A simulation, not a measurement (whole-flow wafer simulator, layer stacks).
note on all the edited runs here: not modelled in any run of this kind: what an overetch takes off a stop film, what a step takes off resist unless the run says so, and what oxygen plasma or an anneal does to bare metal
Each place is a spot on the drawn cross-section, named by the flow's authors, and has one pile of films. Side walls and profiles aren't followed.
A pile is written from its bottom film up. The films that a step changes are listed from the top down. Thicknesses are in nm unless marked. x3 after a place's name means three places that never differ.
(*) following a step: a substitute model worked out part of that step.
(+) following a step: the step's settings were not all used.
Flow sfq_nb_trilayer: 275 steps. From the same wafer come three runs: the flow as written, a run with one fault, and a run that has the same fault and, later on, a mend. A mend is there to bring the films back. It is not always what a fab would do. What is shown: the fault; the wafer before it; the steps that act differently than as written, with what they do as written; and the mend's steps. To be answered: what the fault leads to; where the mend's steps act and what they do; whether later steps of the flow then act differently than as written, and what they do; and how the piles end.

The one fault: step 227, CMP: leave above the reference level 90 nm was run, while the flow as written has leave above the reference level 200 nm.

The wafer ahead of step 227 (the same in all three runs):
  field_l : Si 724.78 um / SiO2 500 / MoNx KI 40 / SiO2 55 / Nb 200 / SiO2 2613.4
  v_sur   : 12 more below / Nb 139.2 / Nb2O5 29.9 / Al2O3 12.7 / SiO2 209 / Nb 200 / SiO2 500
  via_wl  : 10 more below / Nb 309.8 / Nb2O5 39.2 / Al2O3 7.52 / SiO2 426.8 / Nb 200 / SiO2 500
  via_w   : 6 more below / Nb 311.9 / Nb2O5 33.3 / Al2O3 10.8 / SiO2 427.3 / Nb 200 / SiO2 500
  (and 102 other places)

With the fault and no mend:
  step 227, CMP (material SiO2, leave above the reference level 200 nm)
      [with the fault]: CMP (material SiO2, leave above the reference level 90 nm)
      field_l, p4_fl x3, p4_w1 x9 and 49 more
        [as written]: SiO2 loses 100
        [with the fault]: SiO2 loses 210
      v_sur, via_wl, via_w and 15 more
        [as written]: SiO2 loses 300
        [with the fault]: SiO2 loses 410
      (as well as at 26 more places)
  Later steps of the flow acting differently than as written (not shown: 3 more steps that differ only slightly, by at most 2% or 0.5 nm, whichever is larger):
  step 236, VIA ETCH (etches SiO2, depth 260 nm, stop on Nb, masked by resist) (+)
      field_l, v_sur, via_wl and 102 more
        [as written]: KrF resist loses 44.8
        [with the fault]: KrF resist loses 23.2
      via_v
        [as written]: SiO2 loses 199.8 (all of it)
        [with the fault]: SiO2 loses 89.8 (all of it)
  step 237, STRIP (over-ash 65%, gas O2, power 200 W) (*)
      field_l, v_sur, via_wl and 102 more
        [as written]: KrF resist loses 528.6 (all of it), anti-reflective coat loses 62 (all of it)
        [with the fault]: KrF resist loses 550.2 (all of it), anti-reflective coat loses 62 (all of it)
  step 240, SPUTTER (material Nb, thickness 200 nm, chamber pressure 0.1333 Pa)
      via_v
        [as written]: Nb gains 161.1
        [with the fault]: Nb gains 188.4
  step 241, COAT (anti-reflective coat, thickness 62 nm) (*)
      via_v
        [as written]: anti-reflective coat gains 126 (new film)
        [with the fault]: anti-reflective coat gains 101.4 (new film)
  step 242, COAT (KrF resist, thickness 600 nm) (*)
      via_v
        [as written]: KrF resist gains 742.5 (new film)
        [with the fault]: KrF resist gains 647.6 (new film)
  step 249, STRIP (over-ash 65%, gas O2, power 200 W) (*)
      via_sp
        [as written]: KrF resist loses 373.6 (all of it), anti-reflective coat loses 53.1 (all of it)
        [with the fault]: KrF resist loses 382.6 (all of it), anti-reflective coat loses 53.3 (all of it)
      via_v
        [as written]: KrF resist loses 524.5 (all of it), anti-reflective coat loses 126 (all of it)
        [with the fault]: KrF resist loses 429.9 (all of it), anti-reflective coat loses 101.4 (all of it)
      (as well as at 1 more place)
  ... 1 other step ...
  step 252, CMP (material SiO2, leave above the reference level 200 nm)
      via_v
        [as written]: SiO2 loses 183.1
        [with the fault]: SiO2 loses 199.4
  At field_l, v_sur, via_wl and 103 more, the piles at the end differ from the flow's by more than 2% or 0.5 nm, whichever is larger.
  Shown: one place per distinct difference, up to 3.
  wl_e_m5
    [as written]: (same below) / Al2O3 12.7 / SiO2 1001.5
    [with the fault]: (same below) / Al2O3 12.7 / SiO2 891.5
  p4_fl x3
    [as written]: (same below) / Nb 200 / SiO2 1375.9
    [with the fault]: (same below) / Nb 200 / SiO2 1265.9
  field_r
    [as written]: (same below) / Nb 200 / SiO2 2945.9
    [with the fault]: (same below) / Nb 200 / SiO2 2835.9

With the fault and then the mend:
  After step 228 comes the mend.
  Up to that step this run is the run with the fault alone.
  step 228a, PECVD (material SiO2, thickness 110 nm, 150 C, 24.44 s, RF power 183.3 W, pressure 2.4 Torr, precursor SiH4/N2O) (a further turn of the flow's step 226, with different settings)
      field_l, v_sur, via_wl and 103 more
        SiO2 gains 110
  Every later step of the flow that is run acts as written at every place that is followed.
  At every place that both follow, the piles at the end match the flow's.
